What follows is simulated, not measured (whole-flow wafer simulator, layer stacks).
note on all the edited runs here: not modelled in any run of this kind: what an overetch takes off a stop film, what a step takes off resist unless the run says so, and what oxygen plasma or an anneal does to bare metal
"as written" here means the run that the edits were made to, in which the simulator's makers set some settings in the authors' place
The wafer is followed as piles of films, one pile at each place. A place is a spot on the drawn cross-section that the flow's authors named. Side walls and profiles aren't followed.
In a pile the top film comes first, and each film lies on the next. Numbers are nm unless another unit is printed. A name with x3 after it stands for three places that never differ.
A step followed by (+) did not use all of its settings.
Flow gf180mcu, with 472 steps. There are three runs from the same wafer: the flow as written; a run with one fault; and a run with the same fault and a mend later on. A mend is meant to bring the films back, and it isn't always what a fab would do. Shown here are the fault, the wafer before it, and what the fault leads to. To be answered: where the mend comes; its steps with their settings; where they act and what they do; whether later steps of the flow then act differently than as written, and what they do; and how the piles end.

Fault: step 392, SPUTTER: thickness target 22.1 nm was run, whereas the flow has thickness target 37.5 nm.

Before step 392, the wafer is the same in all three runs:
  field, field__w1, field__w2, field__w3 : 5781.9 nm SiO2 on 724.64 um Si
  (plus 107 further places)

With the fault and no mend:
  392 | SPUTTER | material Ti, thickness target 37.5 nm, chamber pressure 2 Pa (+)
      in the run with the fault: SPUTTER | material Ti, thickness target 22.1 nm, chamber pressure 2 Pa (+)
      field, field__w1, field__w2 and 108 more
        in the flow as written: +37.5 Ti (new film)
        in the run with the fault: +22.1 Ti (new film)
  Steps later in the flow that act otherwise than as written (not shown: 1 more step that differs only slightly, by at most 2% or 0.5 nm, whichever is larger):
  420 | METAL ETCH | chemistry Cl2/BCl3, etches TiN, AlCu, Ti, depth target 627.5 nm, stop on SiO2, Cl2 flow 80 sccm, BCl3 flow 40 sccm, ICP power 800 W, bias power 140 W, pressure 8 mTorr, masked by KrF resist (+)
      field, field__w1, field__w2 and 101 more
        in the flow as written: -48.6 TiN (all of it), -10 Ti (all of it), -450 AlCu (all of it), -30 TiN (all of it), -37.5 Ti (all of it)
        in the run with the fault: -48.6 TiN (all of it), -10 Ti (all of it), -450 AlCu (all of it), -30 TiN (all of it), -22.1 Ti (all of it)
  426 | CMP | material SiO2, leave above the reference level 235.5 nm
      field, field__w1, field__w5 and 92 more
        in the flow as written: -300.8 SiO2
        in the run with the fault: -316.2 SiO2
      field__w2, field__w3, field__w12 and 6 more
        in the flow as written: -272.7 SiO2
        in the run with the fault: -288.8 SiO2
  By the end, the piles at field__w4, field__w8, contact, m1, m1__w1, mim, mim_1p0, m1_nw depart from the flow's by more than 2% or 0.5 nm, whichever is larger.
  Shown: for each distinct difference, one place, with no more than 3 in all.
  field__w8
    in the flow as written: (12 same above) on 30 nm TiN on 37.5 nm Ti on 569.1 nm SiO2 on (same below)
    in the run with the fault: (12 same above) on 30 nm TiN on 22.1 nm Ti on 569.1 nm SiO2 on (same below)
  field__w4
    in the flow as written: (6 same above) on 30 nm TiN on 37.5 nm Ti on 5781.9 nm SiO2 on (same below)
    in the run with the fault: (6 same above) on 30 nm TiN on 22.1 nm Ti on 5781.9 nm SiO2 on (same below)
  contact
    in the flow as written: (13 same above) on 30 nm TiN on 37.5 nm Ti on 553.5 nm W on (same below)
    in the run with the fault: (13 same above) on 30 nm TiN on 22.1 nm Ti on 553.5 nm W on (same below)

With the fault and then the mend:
  After step 392 comes the mend.
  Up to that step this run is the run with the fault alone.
  392a | SPUTTER | material Ti, thickness target 15.4 nm, chamber pressure 2 Pa (+) (a further turn of the flow's step 392, with different settings)
      field, field__w1, field__w2 and 108 more
        +15.4 Ti
  Later steps of the flow that are run all act as written at every place that is followed.
  At every place that both follow, the piles at the end match the flow's.
